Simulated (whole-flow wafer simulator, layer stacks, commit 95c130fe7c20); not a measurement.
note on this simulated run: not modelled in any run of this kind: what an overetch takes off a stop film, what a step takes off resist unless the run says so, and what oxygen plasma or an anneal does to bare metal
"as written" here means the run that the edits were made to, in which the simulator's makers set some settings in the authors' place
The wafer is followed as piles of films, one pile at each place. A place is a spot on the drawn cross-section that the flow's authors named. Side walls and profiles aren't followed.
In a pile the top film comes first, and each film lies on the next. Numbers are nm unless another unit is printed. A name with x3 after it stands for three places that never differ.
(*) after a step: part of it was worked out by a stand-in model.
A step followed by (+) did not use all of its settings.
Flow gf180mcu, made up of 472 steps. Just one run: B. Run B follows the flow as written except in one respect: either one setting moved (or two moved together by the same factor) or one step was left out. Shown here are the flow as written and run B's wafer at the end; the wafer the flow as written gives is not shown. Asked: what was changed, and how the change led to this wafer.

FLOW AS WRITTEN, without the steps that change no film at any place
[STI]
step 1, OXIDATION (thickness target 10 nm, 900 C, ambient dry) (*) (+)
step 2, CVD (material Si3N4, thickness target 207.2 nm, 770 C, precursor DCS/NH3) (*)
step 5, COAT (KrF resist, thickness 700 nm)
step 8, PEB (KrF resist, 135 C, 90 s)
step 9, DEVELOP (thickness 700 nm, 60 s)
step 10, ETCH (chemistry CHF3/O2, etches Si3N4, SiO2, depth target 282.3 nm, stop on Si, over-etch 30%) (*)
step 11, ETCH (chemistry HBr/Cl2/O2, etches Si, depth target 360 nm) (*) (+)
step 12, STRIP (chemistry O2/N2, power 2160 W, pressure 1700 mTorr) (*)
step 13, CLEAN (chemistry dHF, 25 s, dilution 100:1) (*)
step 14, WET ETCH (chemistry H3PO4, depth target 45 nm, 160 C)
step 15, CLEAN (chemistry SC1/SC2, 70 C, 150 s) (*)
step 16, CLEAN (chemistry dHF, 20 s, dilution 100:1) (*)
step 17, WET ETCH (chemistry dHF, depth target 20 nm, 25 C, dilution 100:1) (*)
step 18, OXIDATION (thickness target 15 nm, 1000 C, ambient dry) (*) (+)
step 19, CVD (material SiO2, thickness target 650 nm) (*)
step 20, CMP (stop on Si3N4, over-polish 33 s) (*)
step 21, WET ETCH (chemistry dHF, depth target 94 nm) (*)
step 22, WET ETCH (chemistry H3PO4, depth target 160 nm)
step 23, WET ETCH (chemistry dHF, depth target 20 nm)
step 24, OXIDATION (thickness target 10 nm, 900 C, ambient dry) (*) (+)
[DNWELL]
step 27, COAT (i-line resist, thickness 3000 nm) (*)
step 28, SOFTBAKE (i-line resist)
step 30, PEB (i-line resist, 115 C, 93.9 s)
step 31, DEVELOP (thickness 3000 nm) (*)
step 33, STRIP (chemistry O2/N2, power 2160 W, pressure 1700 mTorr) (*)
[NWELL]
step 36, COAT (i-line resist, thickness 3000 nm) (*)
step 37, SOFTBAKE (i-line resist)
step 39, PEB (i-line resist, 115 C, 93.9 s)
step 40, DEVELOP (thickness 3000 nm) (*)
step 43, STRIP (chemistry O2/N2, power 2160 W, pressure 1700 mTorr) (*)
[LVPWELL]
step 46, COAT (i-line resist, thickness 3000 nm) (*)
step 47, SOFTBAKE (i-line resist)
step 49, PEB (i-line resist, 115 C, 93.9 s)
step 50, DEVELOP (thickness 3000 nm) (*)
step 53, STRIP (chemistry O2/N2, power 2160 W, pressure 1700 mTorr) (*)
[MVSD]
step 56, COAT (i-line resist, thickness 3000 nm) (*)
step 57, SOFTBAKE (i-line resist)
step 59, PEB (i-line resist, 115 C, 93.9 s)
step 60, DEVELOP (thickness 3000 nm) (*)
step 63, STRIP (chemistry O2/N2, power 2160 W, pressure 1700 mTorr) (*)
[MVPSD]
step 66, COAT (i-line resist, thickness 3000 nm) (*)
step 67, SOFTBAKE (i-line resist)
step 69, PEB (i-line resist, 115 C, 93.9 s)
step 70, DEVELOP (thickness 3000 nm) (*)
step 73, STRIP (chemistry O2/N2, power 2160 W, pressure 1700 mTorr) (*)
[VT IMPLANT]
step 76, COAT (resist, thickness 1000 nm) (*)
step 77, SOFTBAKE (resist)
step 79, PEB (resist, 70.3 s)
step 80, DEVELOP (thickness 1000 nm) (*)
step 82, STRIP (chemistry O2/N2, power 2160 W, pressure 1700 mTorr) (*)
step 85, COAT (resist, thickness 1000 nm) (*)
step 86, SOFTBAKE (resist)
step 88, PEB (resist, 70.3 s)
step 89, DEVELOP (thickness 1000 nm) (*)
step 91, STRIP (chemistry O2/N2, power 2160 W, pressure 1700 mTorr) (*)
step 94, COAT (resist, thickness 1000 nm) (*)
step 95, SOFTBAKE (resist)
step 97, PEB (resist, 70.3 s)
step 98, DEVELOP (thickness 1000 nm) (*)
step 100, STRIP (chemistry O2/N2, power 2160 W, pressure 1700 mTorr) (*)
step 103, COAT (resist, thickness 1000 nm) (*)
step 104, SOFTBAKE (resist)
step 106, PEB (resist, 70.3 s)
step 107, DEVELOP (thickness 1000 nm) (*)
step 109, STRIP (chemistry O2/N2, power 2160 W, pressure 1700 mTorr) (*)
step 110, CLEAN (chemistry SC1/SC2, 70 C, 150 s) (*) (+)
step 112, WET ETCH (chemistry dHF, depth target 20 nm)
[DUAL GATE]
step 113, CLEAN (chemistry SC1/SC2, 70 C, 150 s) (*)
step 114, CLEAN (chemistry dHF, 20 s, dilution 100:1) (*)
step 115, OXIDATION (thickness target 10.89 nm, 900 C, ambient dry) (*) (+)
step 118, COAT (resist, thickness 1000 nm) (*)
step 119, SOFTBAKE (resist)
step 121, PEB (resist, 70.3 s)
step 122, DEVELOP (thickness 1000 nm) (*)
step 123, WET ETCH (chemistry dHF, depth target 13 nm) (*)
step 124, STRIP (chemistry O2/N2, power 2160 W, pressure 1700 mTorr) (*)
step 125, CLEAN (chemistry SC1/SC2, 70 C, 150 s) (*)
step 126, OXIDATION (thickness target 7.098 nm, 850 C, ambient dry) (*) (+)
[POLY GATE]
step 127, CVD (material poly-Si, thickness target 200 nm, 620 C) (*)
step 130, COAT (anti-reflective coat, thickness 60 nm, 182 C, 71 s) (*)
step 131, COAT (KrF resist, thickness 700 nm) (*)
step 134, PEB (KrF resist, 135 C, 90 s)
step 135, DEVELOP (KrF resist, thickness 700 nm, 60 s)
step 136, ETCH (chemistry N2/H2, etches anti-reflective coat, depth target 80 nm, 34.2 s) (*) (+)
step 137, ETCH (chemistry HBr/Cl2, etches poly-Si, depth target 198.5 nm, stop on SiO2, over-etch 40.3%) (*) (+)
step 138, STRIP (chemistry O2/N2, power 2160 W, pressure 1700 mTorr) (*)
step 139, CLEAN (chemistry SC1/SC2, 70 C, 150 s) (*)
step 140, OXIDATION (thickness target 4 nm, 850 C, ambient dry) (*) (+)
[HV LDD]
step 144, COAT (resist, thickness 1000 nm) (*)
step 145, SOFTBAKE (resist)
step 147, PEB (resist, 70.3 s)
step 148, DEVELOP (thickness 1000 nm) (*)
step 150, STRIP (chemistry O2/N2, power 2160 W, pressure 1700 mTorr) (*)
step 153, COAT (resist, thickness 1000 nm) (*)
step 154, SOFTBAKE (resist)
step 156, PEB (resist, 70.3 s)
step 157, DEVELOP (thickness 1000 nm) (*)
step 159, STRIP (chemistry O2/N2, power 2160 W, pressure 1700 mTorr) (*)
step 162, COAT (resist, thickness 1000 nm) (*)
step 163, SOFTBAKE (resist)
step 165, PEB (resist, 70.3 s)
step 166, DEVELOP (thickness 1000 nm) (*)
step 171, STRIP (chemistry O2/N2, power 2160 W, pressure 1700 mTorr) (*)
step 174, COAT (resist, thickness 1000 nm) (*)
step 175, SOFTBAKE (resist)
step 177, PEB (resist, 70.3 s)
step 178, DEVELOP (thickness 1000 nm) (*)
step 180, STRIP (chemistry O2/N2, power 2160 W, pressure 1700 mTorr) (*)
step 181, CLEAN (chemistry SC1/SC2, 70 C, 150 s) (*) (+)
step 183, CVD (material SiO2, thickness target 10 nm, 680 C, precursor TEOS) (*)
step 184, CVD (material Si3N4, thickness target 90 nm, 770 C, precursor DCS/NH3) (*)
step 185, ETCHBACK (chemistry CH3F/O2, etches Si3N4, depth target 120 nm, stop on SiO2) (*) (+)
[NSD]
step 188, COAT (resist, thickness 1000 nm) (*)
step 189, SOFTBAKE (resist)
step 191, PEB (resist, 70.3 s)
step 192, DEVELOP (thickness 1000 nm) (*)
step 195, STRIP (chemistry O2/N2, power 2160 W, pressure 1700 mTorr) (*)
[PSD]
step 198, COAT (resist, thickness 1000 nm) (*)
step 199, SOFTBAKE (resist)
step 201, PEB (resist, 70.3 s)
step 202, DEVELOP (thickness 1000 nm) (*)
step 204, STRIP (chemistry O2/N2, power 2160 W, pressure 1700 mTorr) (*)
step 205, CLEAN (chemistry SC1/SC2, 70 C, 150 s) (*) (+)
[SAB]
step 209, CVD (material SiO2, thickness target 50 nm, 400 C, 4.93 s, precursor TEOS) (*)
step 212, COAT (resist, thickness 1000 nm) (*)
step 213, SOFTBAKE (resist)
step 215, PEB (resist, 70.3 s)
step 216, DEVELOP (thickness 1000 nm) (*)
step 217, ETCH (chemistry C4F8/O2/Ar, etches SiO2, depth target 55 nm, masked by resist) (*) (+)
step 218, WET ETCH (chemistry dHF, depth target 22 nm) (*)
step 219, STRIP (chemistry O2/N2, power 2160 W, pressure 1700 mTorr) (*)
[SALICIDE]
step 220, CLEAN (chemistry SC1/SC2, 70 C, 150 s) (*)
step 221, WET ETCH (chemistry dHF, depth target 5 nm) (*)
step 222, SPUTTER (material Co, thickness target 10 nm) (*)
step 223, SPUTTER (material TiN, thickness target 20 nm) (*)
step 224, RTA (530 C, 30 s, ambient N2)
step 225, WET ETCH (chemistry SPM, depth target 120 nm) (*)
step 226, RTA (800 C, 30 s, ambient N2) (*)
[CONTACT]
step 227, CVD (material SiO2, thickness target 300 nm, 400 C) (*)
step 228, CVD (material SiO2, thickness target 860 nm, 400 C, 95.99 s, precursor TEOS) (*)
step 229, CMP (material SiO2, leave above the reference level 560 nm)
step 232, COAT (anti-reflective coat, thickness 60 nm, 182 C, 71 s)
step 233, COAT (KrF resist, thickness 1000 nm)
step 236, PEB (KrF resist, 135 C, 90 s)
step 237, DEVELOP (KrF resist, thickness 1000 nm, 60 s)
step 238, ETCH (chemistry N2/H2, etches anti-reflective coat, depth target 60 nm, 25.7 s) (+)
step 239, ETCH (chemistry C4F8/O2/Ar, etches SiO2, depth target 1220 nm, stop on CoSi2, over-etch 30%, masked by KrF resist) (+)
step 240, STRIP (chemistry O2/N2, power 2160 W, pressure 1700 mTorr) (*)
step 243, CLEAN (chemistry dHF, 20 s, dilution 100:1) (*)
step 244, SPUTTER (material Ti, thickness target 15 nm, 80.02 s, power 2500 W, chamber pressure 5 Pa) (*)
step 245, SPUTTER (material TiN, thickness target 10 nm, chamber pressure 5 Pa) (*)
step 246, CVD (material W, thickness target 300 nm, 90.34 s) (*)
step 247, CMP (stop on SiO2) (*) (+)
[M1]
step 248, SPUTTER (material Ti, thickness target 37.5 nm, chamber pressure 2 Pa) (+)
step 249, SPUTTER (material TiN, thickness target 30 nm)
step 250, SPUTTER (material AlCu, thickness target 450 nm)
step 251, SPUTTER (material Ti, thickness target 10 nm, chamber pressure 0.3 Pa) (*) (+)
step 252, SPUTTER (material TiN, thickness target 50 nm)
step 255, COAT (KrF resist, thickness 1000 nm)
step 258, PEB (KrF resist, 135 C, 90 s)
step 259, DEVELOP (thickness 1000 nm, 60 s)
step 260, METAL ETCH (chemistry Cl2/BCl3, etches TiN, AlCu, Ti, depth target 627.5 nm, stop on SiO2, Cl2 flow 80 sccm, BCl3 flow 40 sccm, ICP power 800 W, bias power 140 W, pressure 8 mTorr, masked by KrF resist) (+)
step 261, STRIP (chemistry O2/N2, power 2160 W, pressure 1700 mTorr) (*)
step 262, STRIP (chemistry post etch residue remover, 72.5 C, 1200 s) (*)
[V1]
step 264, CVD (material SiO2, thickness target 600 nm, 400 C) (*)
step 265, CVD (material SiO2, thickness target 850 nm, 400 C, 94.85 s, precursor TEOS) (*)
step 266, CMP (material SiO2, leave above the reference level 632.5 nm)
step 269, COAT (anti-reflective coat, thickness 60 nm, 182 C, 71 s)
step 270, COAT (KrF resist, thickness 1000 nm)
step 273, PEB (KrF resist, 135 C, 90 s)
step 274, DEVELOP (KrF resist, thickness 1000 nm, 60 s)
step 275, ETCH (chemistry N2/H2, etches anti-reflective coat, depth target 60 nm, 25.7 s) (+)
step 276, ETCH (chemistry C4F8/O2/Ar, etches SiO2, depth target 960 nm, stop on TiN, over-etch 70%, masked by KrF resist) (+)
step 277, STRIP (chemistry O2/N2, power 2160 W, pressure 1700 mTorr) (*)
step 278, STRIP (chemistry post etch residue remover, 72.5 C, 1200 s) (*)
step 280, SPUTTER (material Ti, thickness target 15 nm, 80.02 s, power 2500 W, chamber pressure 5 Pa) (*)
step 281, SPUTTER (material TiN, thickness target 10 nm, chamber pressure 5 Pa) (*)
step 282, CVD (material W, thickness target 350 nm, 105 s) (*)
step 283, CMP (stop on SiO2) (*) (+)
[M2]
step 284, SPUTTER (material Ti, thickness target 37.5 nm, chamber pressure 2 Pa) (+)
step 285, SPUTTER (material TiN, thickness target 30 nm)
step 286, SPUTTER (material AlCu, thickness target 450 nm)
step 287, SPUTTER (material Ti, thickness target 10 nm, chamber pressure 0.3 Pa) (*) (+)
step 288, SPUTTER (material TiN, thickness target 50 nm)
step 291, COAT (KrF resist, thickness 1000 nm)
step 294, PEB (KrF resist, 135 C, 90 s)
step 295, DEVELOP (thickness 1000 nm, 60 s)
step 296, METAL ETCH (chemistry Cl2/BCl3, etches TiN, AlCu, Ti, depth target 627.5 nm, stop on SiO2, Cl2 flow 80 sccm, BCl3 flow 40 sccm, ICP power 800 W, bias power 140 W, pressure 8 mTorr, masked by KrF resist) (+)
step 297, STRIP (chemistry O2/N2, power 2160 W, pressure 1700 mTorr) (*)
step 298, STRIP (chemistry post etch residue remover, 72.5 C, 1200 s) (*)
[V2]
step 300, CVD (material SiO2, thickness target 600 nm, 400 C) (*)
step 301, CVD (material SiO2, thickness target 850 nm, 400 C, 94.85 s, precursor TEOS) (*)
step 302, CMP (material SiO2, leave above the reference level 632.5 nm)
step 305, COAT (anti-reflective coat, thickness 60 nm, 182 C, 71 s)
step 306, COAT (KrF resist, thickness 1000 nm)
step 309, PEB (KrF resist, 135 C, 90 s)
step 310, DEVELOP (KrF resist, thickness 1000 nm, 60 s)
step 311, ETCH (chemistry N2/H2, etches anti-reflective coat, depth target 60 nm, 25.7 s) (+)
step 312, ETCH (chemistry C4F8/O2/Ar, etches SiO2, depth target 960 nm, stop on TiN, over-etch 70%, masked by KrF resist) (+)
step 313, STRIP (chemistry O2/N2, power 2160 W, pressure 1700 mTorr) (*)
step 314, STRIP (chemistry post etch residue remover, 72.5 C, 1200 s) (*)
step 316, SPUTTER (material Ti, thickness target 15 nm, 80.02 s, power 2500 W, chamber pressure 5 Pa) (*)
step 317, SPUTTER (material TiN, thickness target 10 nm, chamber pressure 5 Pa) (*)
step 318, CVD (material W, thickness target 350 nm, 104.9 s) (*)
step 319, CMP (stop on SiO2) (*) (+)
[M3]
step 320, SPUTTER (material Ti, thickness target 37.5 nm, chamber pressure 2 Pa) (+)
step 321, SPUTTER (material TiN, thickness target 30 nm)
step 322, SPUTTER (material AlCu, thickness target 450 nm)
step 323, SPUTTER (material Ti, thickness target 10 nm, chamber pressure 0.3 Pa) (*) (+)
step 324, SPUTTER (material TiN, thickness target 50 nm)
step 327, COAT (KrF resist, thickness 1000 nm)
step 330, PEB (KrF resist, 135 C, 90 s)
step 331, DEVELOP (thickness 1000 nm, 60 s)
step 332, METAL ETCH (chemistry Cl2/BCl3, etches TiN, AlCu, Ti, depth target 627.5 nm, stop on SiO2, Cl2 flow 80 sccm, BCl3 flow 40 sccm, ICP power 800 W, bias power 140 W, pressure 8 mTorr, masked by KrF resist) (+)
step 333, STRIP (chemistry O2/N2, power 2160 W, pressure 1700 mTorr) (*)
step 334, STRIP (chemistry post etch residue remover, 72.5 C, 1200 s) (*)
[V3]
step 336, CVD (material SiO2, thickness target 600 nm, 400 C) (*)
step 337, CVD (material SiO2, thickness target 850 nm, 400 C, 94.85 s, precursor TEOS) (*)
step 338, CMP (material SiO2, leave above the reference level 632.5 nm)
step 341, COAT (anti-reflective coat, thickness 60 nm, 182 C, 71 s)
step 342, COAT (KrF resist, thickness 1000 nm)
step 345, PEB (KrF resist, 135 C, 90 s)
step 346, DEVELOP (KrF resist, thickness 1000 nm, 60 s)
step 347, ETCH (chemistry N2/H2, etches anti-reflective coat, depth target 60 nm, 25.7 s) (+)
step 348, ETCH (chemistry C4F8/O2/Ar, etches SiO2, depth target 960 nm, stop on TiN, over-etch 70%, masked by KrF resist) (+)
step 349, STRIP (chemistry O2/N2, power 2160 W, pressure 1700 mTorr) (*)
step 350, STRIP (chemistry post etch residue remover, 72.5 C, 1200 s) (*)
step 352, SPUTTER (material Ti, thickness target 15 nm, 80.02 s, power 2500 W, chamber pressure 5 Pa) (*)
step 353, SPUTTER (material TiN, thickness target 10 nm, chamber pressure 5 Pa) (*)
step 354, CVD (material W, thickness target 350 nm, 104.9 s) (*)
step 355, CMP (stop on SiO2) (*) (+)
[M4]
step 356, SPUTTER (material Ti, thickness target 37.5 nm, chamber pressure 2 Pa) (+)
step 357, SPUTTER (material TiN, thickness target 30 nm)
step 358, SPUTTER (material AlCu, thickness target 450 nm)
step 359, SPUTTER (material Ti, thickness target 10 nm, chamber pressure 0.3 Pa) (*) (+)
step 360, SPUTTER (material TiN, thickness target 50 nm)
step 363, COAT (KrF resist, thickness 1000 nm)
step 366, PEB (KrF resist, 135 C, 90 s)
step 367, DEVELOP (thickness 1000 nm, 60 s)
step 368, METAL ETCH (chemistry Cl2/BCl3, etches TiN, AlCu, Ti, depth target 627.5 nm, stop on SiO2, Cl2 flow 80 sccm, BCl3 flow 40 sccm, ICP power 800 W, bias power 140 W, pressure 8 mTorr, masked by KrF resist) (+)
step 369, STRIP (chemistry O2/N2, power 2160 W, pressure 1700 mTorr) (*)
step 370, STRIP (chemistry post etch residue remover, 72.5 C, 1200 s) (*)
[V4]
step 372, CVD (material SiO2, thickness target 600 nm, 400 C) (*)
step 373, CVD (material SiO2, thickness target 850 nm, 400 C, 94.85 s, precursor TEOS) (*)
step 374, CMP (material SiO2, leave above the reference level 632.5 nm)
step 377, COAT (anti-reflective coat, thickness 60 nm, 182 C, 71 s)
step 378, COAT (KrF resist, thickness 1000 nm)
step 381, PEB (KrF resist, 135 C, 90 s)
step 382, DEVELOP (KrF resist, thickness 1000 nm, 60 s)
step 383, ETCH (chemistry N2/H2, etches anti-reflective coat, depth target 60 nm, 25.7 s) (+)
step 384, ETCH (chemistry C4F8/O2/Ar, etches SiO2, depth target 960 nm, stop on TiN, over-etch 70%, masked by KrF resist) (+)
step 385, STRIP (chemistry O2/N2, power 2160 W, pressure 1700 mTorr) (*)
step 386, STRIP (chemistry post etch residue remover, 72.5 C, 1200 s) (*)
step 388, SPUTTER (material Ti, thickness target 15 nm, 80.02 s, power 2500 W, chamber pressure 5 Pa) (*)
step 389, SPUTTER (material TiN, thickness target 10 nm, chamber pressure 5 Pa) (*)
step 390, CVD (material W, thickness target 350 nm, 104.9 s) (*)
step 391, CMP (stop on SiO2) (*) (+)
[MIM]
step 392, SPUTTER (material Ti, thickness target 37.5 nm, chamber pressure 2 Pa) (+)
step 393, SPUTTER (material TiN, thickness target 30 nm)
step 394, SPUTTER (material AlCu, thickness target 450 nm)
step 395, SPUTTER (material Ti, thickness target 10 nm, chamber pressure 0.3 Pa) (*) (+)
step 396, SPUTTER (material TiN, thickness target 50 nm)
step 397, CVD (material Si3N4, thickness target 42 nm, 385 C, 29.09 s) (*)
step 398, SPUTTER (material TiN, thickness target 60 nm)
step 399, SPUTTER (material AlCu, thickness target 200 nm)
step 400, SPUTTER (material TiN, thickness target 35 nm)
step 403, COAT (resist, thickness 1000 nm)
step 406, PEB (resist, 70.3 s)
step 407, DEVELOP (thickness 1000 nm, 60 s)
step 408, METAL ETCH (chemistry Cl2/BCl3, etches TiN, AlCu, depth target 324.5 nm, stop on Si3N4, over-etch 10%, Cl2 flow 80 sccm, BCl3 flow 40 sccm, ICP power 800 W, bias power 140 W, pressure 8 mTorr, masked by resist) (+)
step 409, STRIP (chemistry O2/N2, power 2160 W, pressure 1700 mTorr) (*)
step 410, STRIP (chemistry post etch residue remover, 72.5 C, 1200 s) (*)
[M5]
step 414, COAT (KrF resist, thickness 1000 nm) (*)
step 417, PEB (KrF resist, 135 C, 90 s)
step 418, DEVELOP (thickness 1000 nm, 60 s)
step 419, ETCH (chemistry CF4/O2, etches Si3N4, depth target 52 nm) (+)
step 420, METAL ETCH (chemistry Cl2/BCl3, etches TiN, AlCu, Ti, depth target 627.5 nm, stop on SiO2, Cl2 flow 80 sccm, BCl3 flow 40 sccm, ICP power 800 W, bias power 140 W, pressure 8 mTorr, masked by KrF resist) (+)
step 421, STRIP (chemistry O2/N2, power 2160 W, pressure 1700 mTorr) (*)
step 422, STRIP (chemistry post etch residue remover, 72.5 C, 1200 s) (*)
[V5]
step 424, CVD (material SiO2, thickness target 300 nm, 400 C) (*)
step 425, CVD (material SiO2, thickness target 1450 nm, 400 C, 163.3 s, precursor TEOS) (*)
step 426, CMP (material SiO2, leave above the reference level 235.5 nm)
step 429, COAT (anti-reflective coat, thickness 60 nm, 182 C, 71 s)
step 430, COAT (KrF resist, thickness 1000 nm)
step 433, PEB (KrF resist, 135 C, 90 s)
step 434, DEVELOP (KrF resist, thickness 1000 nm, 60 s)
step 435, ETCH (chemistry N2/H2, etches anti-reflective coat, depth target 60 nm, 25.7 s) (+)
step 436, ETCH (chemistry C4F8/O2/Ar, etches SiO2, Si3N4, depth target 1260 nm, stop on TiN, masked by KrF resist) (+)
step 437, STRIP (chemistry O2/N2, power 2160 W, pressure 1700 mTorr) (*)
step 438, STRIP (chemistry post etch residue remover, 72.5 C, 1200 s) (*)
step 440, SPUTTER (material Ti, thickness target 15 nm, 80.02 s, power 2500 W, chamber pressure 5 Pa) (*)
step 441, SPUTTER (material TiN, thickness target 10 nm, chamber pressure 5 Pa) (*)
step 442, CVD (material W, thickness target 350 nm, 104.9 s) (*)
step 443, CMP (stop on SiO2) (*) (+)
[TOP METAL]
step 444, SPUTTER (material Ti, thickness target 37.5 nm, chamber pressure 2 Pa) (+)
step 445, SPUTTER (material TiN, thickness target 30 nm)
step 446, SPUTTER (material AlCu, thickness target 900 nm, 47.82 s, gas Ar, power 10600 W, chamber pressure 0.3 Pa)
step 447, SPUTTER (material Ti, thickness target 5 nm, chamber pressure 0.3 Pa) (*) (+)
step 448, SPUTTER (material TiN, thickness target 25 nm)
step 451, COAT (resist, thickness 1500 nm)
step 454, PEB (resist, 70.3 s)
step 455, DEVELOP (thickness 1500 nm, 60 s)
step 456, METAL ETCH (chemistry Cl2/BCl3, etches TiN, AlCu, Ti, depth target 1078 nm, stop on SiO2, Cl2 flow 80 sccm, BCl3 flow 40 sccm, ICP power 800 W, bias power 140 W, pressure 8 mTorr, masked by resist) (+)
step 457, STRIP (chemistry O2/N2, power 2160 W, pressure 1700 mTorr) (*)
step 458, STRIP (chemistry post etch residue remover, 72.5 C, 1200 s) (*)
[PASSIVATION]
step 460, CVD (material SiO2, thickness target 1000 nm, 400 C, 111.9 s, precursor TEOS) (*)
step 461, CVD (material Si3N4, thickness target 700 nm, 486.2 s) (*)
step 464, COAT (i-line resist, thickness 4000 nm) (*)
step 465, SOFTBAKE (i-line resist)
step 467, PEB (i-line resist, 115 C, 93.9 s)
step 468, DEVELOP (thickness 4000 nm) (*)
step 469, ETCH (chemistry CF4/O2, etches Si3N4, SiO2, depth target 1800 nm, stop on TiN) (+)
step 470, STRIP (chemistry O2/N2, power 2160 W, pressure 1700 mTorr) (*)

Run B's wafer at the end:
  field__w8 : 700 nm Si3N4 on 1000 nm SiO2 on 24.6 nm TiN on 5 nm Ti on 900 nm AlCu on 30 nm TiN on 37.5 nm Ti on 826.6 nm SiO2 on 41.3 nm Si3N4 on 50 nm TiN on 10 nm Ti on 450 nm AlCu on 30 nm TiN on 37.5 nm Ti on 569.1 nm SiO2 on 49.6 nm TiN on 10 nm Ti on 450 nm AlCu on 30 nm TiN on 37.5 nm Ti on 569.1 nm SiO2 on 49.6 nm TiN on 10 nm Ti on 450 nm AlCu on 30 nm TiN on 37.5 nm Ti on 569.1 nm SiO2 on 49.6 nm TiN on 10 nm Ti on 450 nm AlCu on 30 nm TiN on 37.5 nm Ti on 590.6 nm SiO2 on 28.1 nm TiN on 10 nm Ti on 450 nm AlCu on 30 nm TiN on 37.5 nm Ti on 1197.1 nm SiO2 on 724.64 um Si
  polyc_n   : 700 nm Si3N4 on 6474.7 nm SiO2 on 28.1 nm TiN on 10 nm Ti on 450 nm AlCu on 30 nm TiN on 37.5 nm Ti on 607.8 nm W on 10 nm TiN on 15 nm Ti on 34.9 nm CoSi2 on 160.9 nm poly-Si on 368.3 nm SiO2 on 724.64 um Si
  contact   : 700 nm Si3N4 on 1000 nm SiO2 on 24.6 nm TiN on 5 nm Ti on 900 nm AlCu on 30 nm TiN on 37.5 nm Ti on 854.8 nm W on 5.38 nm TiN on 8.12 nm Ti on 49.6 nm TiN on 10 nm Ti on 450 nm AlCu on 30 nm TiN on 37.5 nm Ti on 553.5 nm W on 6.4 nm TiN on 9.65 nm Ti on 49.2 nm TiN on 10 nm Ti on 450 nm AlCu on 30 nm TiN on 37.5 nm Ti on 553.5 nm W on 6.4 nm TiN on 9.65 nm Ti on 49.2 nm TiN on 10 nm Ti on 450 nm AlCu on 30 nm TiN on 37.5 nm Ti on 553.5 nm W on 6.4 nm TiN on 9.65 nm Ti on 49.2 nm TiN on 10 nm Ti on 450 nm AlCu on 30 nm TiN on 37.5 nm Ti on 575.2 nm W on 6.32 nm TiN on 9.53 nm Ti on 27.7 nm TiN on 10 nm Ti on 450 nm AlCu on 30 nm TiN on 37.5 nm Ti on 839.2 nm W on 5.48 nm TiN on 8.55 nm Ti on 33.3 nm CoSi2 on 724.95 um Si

Cause: step 252, SPUTTER: thickness target 28.5 nm was run, whereas the flow has thickness target 50 nm.

The path from the change to this, step by step:
  step 252, SPUTTER (material TiN, thickness target 50 nm)
      field, field__w1, field__w2 and 108 more: TiN gains 28.5 (new film) (in the flow as written it would be: TiN gains 50 (new film))
  step 260, METAL ETCH (chemistry Cl2/BCl3, etches TiN, AlCu, Ti, depth target 627.5 nm, stop on SiO2, Cl2 flow 80 sccm, BCl3 flow 40 sccm, ICP power 800 W, bias power 140 W, pressure 8 mTorr, masked by KrF resist) (+)
      field, field__w1, field__w2 and 99 more: TiN loses 28.5 (all of it), Ti loses 10 (all of it), AlCu loses 450 (all of it), TiN loses 30 (all of it), Ti loses 37.5 (all of it) (in the flow as written it would be: TiN loses 50 (all of it), Ti loses 10 (all of it), AlCu loses 450 (all of it), TiN loses 30 (all of it), Ti loses 37.5 (all of it))
  step 266, CMP (material SiO2, leave above the reference level 632.5 nm)
      field__w8, contact, m1 and 6 more: SiO2 loses 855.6 (in the flow as written it would be: SiO2 loses 877.1)
  step 276, ETCH (chemistry C4F8/O2/Ar, etches SiO2, depth target 960 nm, stop on TiN, over-etch 70%, masked by KrF resist) (+)
      contact: SiO2 loses 594 (all of it) (in the flow as written it would be: SiO2 loses 572.5 (all of it))
  step 282, CVD (material W, thickness target 350 nm, 105 s) (*)
      contact: W gains 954 (new film) (in the flow as written it would be: W gains 932.3 (new film))
